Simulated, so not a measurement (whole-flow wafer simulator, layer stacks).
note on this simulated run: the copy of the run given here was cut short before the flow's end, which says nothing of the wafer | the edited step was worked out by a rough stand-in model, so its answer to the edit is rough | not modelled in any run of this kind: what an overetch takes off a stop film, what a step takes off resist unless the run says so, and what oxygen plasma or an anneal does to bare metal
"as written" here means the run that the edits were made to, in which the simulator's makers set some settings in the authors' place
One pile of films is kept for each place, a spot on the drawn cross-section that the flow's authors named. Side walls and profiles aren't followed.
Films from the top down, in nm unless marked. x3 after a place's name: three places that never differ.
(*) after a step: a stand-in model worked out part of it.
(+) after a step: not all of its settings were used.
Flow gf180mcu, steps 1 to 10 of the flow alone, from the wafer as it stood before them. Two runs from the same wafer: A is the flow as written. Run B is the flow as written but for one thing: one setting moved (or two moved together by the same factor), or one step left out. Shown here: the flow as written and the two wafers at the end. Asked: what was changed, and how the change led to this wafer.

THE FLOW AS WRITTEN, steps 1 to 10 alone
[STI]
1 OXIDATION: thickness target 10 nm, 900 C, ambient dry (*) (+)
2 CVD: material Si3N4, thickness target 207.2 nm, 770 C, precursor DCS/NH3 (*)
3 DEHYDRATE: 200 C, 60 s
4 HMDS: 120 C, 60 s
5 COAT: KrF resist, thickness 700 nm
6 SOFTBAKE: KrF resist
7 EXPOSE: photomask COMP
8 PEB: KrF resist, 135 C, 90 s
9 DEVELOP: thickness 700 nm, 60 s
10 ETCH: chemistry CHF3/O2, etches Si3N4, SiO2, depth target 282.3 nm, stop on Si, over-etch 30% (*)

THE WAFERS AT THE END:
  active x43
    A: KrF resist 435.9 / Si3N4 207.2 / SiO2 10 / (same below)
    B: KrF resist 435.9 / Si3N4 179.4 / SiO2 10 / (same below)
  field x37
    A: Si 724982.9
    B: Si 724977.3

The cause: step 2, CVD: thickness target 179.4 nm was run, where the flow has thickness target 207.2 nm.
It can be read off the wafer: active x43 has Si3N4 179.4, and step 2 as written asks for 207.2 nm.

How the change led to this, step by step:
  2 CVD: material Si3N4, thickness target 207.2 nm, 770 C, precursor DCS/NH3 (*)
      field x37, active x43: A Si3N4 +207.2 (new film) | B Si3N4 +179.4 (new film)
  10 ETCH: chemistry CHF3/O2, etches Si3N4, SiO2, depth target 282.3 nm, stop on Si, over-etch 30% (*)
      field x37: A Si3N4 -207.2 (all of it), SiO2 -10 (all of it), Si -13 | B Si3N4 -179.4 (all of it), SiO2 -10 (all of it), Si -18.6
